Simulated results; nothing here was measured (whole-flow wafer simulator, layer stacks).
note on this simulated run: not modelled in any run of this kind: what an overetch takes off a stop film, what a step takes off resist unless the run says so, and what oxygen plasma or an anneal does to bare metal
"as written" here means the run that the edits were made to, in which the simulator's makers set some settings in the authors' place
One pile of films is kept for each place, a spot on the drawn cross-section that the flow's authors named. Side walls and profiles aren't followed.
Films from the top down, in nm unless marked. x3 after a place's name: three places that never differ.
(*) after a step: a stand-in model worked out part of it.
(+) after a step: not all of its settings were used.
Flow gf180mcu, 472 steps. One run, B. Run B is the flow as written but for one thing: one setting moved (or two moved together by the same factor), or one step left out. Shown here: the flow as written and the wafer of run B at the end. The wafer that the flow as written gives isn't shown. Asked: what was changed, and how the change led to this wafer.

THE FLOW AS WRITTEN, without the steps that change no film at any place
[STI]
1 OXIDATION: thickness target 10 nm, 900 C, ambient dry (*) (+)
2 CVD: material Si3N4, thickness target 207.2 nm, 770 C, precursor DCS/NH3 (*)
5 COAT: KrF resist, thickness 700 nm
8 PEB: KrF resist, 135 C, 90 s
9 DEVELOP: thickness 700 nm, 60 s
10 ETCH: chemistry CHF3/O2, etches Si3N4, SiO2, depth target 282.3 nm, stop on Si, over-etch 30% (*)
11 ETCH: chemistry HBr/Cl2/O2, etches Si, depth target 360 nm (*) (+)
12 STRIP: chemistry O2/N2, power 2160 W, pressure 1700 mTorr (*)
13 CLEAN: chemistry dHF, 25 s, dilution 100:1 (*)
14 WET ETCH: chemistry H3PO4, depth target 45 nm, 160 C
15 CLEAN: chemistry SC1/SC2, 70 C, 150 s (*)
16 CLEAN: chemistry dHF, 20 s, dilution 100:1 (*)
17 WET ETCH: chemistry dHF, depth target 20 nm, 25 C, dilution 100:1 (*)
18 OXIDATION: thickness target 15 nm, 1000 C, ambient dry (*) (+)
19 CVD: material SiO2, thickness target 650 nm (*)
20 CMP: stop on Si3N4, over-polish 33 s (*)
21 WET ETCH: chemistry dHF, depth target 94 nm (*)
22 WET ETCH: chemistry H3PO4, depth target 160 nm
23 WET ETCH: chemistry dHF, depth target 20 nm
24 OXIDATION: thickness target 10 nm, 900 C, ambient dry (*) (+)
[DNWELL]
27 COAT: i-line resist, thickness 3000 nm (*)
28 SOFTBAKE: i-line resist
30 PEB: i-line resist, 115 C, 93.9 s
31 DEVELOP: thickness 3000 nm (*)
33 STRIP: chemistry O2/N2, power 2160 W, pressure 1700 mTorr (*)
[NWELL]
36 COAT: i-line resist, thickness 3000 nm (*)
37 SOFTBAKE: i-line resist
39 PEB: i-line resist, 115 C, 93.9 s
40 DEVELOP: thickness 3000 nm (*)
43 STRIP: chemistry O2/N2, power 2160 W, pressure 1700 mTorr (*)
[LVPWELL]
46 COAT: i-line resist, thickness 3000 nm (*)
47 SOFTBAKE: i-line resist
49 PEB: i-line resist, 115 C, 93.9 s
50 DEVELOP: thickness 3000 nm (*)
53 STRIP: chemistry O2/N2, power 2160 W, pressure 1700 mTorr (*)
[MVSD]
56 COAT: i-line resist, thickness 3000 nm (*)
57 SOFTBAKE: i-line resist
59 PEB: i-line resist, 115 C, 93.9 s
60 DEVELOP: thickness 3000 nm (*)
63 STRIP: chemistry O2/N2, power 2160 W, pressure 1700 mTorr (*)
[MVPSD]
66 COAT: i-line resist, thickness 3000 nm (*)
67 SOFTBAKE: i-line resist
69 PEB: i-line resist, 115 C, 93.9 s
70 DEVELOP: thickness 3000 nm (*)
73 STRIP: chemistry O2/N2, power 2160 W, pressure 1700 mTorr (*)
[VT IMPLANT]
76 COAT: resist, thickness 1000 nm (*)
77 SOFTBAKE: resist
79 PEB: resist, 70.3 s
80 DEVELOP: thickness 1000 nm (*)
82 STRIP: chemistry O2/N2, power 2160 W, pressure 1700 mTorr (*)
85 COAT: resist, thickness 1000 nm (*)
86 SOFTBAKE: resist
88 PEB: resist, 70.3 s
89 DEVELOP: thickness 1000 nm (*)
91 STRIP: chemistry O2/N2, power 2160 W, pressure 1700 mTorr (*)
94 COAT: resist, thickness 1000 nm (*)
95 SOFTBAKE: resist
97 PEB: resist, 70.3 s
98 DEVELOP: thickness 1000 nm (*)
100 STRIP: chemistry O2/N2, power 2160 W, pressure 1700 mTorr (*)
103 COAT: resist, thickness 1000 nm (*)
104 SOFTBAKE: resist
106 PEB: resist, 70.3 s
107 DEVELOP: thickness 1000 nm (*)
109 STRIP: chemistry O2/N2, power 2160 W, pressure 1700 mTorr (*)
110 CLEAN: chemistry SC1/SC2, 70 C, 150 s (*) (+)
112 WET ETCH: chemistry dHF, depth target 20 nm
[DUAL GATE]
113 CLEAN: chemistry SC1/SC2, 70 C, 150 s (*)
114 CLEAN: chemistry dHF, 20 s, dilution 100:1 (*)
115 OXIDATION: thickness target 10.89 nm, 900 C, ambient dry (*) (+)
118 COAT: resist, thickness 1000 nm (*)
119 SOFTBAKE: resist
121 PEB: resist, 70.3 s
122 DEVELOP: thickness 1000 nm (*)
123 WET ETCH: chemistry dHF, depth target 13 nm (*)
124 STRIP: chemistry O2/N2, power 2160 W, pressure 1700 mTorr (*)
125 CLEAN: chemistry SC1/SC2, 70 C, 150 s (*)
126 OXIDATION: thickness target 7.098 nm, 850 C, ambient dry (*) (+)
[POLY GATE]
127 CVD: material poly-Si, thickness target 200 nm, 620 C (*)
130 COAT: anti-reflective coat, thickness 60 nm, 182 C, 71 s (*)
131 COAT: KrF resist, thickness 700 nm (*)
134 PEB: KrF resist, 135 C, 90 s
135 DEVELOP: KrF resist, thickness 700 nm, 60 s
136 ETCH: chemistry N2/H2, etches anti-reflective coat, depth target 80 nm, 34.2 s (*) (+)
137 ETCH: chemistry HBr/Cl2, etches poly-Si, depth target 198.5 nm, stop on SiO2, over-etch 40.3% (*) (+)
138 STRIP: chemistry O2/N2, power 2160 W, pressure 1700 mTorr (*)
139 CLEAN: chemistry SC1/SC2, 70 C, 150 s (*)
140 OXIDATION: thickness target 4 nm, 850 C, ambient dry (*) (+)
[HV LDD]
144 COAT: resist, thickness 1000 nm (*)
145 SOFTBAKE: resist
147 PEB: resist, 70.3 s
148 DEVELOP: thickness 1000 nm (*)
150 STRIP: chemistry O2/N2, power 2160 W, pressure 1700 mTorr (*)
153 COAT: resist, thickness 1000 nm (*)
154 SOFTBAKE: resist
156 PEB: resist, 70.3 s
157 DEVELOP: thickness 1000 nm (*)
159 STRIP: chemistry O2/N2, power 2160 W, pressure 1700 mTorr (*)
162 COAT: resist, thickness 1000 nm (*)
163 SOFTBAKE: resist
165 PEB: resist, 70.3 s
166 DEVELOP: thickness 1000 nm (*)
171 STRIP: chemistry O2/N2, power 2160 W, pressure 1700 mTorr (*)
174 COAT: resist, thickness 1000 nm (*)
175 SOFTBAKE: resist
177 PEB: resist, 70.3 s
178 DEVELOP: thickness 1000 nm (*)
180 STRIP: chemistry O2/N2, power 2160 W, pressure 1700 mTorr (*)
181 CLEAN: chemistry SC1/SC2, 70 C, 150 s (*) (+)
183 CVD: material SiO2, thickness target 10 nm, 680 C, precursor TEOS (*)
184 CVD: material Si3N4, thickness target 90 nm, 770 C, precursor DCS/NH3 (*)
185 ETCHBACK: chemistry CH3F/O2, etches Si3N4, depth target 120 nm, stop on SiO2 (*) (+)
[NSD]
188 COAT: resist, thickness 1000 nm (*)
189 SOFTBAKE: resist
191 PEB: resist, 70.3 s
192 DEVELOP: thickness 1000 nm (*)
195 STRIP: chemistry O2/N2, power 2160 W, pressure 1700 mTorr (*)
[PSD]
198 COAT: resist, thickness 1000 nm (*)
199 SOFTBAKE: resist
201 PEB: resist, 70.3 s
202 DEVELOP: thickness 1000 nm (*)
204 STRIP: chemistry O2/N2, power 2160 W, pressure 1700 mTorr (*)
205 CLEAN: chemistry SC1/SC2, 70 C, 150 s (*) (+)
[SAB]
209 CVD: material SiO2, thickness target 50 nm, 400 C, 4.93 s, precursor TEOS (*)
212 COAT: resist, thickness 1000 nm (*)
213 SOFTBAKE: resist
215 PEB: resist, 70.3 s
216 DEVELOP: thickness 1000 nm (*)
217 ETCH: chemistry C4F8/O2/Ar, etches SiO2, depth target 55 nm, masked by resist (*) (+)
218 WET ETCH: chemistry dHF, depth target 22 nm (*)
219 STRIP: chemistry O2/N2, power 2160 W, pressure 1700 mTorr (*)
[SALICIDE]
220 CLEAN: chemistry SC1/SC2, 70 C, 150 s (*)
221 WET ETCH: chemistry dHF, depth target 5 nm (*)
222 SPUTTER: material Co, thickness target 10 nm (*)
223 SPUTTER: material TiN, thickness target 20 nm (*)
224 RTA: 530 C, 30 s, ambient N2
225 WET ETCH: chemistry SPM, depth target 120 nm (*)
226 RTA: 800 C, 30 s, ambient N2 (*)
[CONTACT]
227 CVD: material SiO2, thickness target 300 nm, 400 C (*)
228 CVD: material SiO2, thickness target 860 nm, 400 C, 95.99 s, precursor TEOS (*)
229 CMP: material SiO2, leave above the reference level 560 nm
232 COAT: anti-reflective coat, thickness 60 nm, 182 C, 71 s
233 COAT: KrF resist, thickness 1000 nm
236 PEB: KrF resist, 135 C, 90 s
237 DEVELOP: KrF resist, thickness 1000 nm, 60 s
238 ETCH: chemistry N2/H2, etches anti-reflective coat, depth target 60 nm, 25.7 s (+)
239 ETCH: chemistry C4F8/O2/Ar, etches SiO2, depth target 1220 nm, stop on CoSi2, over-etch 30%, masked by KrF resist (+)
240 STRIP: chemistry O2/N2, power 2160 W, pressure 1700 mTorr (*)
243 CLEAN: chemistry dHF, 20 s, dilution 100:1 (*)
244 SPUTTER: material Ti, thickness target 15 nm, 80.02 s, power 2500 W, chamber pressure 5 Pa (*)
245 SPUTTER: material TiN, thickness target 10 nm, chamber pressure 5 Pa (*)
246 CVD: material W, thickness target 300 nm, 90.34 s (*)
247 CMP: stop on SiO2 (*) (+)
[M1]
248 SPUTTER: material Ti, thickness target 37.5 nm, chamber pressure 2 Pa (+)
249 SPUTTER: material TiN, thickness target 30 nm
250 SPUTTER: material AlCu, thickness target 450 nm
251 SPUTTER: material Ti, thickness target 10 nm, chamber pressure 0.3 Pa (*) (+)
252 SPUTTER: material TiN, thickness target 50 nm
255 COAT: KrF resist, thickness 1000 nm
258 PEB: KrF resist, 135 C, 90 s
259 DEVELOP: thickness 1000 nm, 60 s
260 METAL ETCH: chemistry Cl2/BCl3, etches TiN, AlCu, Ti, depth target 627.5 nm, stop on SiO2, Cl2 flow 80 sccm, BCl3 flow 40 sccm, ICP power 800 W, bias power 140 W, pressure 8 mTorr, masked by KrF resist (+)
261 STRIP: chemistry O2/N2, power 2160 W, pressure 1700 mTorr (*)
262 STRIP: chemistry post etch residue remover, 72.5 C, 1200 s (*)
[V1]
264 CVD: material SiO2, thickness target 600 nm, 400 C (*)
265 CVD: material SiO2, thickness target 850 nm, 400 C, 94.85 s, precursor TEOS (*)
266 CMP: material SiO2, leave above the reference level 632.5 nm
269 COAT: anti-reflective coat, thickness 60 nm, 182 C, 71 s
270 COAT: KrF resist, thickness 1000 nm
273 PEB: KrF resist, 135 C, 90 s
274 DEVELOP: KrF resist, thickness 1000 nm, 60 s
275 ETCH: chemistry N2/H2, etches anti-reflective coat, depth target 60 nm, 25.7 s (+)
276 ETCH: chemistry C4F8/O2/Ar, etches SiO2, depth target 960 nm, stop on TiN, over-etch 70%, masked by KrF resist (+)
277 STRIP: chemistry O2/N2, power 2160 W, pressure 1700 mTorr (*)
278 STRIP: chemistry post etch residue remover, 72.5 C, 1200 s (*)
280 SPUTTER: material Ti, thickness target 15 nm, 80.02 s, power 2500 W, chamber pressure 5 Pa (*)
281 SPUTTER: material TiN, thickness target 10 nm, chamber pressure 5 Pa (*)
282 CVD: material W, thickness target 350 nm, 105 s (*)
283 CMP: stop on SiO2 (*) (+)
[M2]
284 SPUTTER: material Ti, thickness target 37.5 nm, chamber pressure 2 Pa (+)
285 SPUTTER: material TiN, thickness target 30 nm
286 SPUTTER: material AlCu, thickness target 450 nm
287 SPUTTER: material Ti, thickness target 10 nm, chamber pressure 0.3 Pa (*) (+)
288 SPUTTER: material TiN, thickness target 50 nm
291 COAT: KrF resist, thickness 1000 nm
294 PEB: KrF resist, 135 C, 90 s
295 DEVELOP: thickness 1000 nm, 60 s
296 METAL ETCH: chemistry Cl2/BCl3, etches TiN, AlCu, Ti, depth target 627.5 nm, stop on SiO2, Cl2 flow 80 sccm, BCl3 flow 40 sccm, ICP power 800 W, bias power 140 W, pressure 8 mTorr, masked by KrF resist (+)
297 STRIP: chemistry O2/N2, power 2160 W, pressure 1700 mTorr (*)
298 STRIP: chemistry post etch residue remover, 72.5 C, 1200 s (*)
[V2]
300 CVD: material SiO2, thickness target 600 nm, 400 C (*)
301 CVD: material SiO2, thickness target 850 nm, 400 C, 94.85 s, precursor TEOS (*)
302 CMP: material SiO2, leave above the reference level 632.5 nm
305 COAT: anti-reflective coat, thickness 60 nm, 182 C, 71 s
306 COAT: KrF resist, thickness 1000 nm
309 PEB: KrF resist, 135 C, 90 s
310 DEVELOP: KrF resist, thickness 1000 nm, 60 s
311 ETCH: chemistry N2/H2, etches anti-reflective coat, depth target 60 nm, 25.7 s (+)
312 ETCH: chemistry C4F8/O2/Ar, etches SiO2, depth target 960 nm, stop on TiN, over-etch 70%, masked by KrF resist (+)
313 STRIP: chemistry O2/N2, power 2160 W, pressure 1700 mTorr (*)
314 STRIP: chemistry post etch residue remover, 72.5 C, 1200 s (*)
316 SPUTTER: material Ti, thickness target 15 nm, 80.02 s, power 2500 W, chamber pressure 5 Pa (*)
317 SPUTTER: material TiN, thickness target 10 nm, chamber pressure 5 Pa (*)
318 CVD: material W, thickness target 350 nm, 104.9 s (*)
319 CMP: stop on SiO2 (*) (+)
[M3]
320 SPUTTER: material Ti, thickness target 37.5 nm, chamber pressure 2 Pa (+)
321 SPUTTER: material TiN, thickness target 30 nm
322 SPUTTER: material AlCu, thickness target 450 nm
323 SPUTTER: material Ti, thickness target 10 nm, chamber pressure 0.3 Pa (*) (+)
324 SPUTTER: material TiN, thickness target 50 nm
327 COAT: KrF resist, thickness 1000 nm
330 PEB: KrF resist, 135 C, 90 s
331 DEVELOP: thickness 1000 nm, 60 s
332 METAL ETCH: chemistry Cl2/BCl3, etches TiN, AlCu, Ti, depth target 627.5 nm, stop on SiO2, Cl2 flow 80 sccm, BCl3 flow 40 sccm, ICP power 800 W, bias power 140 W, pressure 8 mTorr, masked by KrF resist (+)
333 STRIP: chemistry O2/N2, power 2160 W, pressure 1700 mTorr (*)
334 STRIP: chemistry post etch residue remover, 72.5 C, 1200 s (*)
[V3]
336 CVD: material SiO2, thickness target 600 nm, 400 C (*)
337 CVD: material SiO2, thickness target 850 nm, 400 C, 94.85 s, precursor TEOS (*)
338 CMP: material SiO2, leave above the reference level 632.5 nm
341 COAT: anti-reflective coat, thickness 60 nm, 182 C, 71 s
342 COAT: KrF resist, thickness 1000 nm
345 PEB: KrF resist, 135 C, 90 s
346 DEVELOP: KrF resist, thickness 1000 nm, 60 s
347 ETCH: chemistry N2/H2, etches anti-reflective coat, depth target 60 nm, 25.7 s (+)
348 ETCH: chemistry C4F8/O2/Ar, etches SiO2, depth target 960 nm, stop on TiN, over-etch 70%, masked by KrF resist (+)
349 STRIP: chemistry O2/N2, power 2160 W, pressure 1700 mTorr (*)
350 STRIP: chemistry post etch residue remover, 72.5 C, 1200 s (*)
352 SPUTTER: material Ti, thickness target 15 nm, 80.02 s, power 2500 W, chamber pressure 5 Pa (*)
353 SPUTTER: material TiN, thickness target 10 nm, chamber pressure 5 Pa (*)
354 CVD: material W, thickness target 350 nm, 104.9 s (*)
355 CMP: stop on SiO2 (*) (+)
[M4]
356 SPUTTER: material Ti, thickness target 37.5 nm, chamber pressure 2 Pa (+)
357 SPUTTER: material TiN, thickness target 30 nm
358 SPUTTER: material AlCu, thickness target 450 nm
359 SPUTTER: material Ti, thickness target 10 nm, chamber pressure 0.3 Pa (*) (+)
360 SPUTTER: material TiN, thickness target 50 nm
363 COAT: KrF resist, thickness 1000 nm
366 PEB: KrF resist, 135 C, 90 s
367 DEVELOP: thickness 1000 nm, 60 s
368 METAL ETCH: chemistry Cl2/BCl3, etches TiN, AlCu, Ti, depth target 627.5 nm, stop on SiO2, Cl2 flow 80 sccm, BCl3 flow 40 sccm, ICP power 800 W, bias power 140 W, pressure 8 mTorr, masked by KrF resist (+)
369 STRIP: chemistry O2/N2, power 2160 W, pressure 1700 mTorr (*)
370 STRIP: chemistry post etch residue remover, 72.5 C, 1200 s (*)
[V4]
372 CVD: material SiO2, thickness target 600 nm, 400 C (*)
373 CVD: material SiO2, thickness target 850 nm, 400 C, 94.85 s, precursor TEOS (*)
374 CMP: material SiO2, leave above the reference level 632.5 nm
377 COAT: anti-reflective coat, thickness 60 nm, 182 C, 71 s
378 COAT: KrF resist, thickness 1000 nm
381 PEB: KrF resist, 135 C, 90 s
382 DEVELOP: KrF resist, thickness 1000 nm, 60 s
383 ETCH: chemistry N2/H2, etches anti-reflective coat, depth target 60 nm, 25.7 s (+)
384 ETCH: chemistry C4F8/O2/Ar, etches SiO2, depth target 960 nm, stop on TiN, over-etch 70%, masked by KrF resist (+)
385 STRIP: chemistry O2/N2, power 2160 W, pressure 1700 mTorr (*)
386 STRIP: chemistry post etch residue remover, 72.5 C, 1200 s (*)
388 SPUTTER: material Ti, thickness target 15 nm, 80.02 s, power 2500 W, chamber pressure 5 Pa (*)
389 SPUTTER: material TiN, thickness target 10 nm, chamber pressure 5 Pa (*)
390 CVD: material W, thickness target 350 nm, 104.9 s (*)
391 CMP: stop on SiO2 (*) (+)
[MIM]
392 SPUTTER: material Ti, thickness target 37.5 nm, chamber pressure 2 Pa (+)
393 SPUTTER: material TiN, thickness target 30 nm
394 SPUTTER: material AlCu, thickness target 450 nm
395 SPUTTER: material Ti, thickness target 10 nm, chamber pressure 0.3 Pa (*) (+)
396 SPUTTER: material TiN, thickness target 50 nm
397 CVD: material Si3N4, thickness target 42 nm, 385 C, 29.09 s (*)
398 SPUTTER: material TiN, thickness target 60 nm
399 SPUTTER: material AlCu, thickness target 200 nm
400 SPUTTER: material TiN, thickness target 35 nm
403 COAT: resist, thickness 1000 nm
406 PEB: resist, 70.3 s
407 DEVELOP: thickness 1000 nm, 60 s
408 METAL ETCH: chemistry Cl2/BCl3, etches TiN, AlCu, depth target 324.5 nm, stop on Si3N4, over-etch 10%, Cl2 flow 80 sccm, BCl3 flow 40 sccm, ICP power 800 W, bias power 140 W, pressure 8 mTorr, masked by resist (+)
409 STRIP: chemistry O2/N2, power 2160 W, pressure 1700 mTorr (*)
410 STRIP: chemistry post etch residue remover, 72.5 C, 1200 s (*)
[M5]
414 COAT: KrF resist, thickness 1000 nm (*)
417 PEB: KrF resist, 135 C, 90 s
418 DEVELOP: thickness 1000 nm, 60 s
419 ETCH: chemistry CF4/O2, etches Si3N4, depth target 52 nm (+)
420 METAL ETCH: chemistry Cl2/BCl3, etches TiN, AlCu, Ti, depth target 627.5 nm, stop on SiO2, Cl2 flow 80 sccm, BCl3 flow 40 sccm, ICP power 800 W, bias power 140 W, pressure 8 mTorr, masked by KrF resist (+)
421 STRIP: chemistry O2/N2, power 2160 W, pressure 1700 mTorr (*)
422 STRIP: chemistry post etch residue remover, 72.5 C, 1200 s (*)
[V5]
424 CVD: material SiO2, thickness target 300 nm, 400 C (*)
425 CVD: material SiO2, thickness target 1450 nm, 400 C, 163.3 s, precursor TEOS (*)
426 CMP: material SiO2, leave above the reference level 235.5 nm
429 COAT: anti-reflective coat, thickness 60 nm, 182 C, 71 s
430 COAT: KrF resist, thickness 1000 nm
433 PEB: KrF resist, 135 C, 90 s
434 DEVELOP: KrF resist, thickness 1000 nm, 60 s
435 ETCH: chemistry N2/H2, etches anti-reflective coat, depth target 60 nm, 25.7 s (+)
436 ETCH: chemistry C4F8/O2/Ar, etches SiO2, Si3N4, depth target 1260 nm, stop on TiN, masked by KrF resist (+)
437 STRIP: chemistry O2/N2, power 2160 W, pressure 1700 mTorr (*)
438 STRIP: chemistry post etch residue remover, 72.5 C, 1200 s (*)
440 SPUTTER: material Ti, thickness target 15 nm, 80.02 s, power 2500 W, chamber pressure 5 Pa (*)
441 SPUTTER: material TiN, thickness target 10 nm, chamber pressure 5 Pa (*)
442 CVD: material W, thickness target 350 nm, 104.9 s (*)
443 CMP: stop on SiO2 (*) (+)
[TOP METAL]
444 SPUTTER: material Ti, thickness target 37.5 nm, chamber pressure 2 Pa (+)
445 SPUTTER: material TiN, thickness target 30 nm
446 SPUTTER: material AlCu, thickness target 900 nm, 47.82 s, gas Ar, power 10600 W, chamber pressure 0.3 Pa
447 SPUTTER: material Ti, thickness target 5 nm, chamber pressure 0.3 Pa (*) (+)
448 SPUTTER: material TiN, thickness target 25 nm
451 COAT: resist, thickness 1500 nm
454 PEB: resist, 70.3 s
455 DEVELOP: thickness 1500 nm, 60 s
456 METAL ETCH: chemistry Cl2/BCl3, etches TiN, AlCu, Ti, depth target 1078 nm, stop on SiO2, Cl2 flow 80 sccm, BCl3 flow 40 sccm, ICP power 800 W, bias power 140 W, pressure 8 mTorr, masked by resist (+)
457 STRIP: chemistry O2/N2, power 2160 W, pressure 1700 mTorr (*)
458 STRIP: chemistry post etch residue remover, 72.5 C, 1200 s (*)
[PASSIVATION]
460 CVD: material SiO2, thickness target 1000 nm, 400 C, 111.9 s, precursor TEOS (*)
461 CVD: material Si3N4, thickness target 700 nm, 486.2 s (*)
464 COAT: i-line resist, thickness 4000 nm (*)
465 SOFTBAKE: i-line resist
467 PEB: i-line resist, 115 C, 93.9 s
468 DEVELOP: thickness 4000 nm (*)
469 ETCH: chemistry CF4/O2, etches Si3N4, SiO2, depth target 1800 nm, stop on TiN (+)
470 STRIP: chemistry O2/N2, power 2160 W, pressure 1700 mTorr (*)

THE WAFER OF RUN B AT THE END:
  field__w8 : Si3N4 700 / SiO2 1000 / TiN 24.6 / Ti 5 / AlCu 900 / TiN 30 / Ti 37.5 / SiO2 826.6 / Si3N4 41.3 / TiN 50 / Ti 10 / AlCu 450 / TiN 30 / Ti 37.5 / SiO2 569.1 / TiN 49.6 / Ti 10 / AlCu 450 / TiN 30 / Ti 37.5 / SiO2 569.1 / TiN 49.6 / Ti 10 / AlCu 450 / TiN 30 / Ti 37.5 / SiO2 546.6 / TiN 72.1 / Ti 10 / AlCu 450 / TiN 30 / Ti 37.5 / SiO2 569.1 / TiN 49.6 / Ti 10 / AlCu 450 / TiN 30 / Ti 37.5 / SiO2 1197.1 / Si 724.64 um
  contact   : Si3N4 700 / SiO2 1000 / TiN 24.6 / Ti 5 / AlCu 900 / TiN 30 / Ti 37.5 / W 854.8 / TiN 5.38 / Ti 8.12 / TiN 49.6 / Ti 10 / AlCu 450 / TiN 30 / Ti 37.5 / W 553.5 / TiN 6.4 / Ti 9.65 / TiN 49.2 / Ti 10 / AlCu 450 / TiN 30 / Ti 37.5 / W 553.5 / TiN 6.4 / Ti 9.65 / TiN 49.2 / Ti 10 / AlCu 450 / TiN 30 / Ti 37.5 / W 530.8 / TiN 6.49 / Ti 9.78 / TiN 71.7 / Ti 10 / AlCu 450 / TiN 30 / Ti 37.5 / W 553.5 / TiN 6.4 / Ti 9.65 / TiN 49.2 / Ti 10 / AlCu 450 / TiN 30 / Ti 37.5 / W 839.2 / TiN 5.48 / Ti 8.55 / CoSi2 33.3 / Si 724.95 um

The cause: step 288, SPUTTER: thickness target 72.5 nm was run, where the flow has thickness target 50 nm.

How the change led to this, step by step:
  288 SPUTTER: material TiN, thickness target 50 nm
      field, field__w1, field__w2 and 108 more: TiN +72.5 (new film) (as written it would be: TiN +50 (new film))
  296 METAL ETCH: chemistry Cl2/BCl3, etches TiN, AlCu, Ti, depth target 627.5 nm, stop on SiO2, Cl2 flow 80 sccm, BCl3 flow 40 sccm, ICP power 800 W, bias power 140 W, pressure 8 mTorr, masked by KrF resist (+)
      field, field__w1, field__w2 and 103 more: TiN -72.5 (all of it), Ti -10 (all of it), AlCu -450 (all of it), TiN -30 (all of it), Ti -37.5 (all of it) (as written it would be: TiN -50 (all of it), Ti -10 (all of it), AlCu -450 (all of it), TiN -30 (all of it), Ti -37.5 (all of it))
  302 CMP: material SiO2, leave above the reference level 632.5 nm
      field__w8, contact, m1, m1__w1, m1_nw: SiO2 -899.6 (as written it would be: SiO2 -877.1)
  312 ETCH: chemistry C4F8/O2/Ar, etches SiO2, depth target 960 nm, stop on TiN, over-etch 70%, masked by KrF resist (+)
      field, field__w1, field__w2 and 107 more: KrF resist -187 (as written it would be: KrF resist -192)
      contact: SiO2 -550 (all of it) (as written it would be: SiO2 -572.5 (all of it))
  318 CVD: material W, thickness target 350 nm, 104.9 s (*)
      contact: W +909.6 (new film) (as written it would be: W +932.3 (new film))
